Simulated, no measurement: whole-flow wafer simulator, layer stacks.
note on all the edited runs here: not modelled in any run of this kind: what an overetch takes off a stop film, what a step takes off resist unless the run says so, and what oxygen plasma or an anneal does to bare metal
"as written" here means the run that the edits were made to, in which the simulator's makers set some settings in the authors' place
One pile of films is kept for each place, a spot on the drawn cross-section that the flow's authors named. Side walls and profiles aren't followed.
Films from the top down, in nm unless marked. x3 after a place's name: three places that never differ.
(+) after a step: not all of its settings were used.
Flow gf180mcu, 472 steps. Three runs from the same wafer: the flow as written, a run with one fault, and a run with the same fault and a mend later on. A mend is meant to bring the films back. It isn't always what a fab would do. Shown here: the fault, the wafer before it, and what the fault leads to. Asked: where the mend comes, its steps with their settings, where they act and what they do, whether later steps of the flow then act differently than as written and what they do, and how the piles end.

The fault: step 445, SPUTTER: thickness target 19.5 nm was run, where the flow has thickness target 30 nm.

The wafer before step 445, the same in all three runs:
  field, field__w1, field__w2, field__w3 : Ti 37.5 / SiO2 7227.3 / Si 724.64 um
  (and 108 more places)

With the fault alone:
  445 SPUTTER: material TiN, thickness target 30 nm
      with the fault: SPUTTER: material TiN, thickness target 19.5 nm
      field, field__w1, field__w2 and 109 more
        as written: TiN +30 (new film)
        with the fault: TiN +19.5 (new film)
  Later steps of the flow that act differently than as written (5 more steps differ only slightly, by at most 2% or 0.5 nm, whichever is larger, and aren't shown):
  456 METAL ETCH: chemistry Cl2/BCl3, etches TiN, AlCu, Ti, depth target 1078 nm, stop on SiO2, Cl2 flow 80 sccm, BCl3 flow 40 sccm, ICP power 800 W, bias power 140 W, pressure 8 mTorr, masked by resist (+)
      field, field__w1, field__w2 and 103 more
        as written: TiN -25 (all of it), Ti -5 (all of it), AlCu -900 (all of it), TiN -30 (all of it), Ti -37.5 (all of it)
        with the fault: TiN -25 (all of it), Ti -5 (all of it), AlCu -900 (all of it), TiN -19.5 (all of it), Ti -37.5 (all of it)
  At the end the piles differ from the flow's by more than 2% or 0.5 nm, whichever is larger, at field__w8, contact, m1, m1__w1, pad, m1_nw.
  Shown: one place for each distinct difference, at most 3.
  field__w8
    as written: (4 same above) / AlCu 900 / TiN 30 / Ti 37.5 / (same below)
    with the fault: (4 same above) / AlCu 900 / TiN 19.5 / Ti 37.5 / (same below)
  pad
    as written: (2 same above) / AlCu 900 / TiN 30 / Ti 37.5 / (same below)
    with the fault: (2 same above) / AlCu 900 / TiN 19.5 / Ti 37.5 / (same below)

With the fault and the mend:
  The mend comes after step 445.
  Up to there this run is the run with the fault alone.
  445a SPUTTER: material TiN, thickness target 10.5 nm (the flow's step 445 once more, with other settings)
      field, field__w1, field__w2 and 109 more
        TiN +10.5
  No later step of the flow acts differently than as written at any place that is followed.
  At the end the piles are the same as the flow's at every place that both follow.
